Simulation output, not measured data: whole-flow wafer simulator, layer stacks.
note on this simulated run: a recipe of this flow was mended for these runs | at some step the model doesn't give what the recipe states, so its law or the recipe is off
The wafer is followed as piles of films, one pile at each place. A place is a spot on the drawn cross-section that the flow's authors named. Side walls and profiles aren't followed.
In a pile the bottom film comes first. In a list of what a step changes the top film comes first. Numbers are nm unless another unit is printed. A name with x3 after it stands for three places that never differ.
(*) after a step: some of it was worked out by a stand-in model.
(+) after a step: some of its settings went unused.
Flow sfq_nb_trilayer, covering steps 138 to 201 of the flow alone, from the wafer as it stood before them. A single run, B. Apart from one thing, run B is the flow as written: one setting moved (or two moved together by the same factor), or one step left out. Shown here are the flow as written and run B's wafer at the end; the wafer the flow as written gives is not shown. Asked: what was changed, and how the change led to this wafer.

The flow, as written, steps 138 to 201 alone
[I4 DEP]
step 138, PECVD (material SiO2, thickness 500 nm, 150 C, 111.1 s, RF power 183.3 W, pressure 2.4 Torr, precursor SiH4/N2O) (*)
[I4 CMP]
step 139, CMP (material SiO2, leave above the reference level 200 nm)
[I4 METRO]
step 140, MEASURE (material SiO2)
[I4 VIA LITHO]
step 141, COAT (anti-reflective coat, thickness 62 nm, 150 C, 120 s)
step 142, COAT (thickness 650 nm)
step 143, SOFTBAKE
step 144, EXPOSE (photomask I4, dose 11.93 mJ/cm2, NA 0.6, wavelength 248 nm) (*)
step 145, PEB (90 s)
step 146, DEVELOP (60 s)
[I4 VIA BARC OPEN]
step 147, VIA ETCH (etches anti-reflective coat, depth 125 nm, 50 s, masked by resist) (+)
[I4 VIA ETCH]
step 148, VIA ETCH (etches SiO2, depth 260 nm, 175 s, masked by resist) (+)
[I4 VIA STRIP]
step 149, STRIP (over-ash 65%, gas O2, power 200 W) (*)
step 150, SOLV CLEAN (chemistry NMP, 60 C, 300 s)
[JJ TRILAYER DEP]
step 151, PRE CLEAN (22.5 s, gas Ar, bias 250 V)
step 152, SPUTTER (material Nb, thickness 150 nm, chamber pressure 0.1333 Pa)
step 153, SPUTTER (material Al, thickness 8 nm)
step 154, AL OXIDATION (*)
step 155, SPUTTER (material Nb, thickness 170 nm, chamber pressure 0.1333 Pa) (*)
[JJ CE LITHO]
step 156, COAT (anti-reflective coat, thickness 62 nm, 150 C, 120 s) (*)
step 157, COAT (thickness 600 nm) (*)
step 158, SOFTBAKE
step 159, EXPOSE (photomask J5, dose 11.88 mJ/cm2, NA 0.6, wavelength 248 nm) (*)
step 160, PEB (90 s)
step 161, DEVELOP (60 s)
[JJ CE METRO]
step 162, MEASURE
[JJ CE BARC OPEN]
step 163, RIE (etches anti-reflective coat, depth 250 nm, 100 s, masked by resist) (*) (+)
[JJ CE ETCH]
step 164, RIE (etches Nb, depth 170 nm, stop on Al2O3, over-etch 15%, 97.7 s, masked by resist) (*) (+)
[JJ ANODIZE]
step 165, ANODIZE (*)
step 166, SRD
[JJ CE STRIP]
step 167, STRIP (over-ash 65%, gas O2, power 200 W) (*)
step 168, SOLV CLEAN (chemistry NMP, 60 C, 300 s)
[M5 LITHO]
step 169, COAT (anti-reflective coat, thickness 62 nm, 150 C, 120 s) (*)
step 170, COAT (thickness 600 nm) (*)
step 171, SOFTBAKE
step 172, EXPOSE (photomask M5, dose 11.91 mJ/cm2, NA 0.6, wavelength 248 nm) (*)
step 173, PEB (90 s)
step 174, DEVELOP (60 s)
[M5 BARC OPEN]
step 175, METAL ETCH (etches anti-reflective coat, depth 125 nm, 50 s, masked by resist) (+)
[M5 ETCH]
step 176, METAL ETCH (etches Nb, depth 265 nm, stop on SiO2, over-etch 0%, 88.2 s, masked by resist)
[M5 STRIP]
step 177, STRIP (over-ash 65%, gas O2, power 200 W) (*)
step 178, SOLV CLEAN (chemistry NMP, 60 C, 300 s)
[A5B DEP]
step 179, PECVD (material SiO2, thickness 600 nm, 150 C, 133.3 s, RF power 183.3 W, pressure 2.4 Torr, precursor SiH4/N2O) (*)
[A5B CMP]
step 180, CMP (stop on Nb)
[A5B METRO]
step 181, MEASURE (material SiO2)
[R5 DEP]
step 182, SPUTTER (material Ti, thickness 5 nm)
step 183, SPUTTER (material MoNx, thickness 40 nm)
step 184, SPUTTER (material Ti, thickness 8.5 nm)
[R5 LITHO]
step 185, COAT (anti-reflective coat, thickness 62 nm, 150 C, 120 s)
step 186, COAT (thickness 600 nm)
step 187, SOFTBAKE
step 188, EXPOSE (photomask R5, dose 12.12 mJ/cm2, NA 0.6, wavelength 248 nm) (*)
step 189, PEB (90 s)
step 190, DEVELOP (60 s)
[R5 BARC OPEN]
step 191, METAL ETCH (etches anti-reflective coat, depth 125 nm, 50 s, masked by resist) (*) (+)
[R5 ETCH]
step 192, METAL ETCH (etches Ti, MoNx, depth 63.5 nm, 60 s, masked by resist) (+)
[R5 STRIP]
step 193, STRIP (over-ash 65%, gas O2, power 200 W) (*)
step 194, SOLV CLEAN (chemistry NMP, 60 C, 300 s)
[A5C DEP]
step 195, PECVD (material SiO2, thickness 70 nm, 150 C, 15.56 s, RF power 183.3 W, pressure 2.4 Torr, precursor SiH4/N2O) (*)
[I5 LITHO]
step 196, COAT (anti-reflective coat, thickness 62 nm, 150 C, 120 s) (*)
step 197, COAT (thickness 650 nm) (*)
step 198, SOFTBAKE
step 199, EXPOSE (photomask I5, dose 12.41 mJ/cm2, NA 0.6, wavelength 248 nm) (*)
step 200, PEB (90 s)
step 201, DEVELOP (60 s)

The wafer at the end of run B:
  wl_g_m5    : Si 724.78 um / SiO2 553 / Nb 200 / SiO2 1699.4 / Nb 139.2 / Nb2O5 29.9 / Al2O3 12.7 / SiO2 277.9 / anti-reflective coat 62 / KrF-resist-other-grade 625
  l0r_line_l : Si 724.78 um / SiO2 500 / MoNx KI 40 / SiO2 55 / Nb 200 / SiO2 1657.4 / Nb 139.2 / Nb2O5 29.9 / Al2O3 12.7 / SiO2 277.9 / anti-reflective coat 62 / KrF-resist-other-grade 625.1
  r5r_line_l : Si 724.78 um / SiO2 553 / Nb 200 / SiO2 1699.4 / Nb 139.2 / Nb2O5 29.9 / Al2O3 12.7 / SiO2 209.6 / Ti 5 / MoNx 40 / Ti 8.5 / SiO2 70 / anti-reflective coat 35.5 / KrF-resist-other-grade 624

What caused this: step 138, PECVD: RF power 100.8 W was run, though the flow has RF power 183.3 W.

Step by step, how the change led to this:
  step 138, PECVD (material SiO2, thickness 500 nm, 150 C, 111.1 s, RF power 183.3 W, pressure 2.4 Torr, precursor SiH4/N2O) (*)
      field_l, be, be_sur and 55 more: SiO2 gains 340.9 (it would be, as written: SiO2 gains 500)
      v_sur, via_wl, via_w and 35 more: SiO2 gains 340.9 (new film) (it would be, as written: SiO2 gains 500 (new film))
      (also at 10 further places)
  step 139, CMP (material SiO2, leave above the reference level 200 nm)
      field_l, be, be_sur and 55 more: nothing (it would be, as written: SiO2 loses 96)
      p3_s0, p3_s1, p3_s2, p3_s3, p3_s4, p3_s5: nothing (it would be, as written: SiO2 loses 157.1)
      (also at 42 further places)
  step 141, COAT (anti-reflective coat, thickness 62 nm, 150 C, 120 s)
      wl_d_sr, m0r_space_l, m0r_space_r, m6r_space_l x2, m6r_space_r x2: anti-reflective coat gains 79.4 (new film) (it would be, as written: anti-reflective coat gains 62 (new film))
      m0r_line_l x3, m0r_line_r x3: anti-reflective coat gains 70.7 (new film) (it would be, as written: anti-reflective coat gains 62 (new film))
      (also at 68 further places)
  step 142, COAT (thickness 650 nm)
      via_wl: KrF-resist-other-grade gains 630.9 (new film) (it would be, as written: KrF-resist-other-grade gains 650 (new film))
      via_w: KrF-resist-other-grade gains 628.6 (new film) (it would be, as written: KrF-resist-other-grade gains 650 (new film))
      (also at 19 further places)
  step 146, DEVELOP (60 s)
      via_wl: KrF-resist-other-grade loses 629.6 (all of it) (it would be, as written: KrF-resist-other-grade loses 648.6 (all of it))
      via_w: KrF-resist-other-grade loses 627.3 (all of it) (it would be, as written: KrF-resist-other-grade loses 648.6 (all of it))
      (also at 1 further place)
  step 147, VIA ETCH (etches anti-reflective coat, depth 125 nm, 50 s, masked by resist) (+)
      via_wl: anti-reflective coat loses 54 (all of it), SiO2 loses 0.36 (it would be, as written: anti-reflective coat loses 62 (all of it), SiO2 loses 0.31)
      via_w: anti-reflective coat loses 59.6 (all of it), SiO2 loses 0.33 (it would be, as written: anti-reflective coat loses 62 (all of it), SiO2 loses 0.31)
      (also at 1 further place)
  step 149, STRIP (over-ash 65%, gas O2, power 200 W) (*)
      m0r_line_l x3, m0r_line_r x3: KrF-resist-other-grade loses 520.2 (all of it), anti-reflective coat loses 70.7 (all of it) (it would be, as written: KrF-resist-other-grade loses 510.8 (all of it), anti-reflective coat loses 62 (all of it))
      m0r_space_l, m0r_space_r, m6r_space_l x2, m6r_space_r x2: KrF-resist-other-grade loses 513 (all of it), anti-reflective coat loses 79.4 (all of it) (it would be, as written: KrF-resist-other-grade loses 510.8 (all of it), anti-reflective coat loses 62 (all of it))
      (also at 72 further places)
  step 152, SPUTTER (material Nb, thickness 150 nm, chamber pressure 0.1333 Pa)
      be, lsp_l: Nb gains 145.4 (new film) (it would be, as written: Nb gains 150 (new film))
      via_v: Nb gains 146.6 (new film) (it would be, as written: Nb gains 150 (new film))
  step 155, SPUTTER (material Nb, thickness 170 nm, chamber pressure 0.1333 Pa) (*)
      be, lsp_l: Nb gains 164.3 (new film) (it would be, as written: Nb gains 170 (new film))
      via_v: Nb gains 165.8 (new film) (it would be, as written: Nb gains 170 (new film))
  step 156, COAT (anti-reflective coat, thickness 62 nm, 150 C, 120 s) (*)
      m0r_line_l x3, m0r_line_r x3: anti-reflective coat gains 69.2 (new film) (it would be, as written: anti-reflective coat gains 62 (new film))
      m0r_space_l, m0r_space_r, m6r_space_l x2, m6r_space_r x2: anti-reflective coat gains 77.4 (new film) (it would be, as written: anti-reflective coat gains 62 (new film))
      (also at 72 further places)
  step 157, COAT (thickness 600 nm) (*)
      v_sur: KrF-resist-other-grade gains 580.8 (new film) (it would be, as written: KrF-resist-other-grade gains 602.3 (new film))
      via_wl: KrF-resist-other-grade gains 625.7 (new film) (it would be, as written: KrF-resist-other-grade gains 650.9 (new film))
      (also at 21 further places)
  step 161, DEVELOP (60 s)
      ln_m5, ln_m6: KrF-resist-other-grade loses 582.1 (all of it) (it would be, as written: KrF-resist-other-grade loses 598.3 (all of it))
      v_sur: KrF-resist-other-grade loses 579.6 (all of it) (it would be, as written: KrF-resist-other-grade loses 601.1 (all of it))
      (also at 20 further places)
  step 163, RIE (etches anti-reflective coat, depth 250 nm, 100 s, masked by resist) (*) (+)
      m0r_line_l x3, m0r_line_r x3: anti-reflective coat loses 69.2 (all of it) (it would be, as written: anti-reflective coat loses 62 (all of it))
      m0r_space_l, m0r_space_r, m6r_space_l x2, m6r_space_r x2: anti-reflective coat loses 77.4 (all of it) (it would be, as written: anti-reflective coat loses 62 (all of it))
      (also at 70 further places)
  step 164, RIE (etches Nb, depth 170 nm, stop on Al2O3, over-etch 15%, 97.7 s, masked by resist) (*) (+)
      be, lsp_l: Nb loses 164.3 (all of it), Al2O3 loses 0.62 (it would be, as written: Nb loses 170 (all of it), Al2O3 loses 0.51)
      via_v: Nb loses 165.8 (all of it), Al2O3 loses 0.59 (it would be, as written: Nb loses 170 (all of it), Al2O3 loses 0.51)
  step 165, ANODIZE (*)
      be, lsp_l: Al2O3 gains 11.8, Nb2O5 gains 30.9 (new film), Al loses 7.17 (all of it), Nb loses 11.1 (it would be, as written: Al2O3 gains 12.2, Nb2O5 gains 29.9 (new film), Al loses 7.42 (all of it), Nb loses 10.8)
      via_v: Al2O3 gains 11.6, Nb2O5 gains 31.3 (new film), Al loses 7.02 (all of it), Nb loses 11.3 (it would be, as written: Al2O3 gains 12.2, Nb2O5 gains 29.9 (new film), Al loses 7.42 (all of it), Nb loses 10.8)
  step 167, STRIP (over-ash 65%, gas O2, power 200 W) (*)
      ce_l: KrF-resist-other-grade loses 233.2 (all of it), anti-reflective coat loses 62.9 (all of it) (it would be, as written: KrF-resist-other-grade loses 226.3 (all of it), anti-reflective coat loses 62.2 (all of it))
      c5j: KrF-resist-other-grade loses 232.5 (all of it), anti-reflective coat loses 63.5 (all of it) (it would be, as written: KrF-resist-other-grade loses 226.5 (all of it), anti-reflective coat loses 62.2 (all of it))
      (also at 2 further places)
  ... another 9 steps ...
  step 196, COAT (anti-reflective coat, thickness 62 nm, 150 C, 120 s) (*)
      jj_sur: anti-reflective coat gains 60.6 (new film) (it would be, as written: anti-reflective coat gains 59 (new film))
      ce_l: anti-reflective coat gains 61.9 (new film) (it would be, as written: anti-reflective coat gains 64.8 (new film))
      (also at 3 further places)
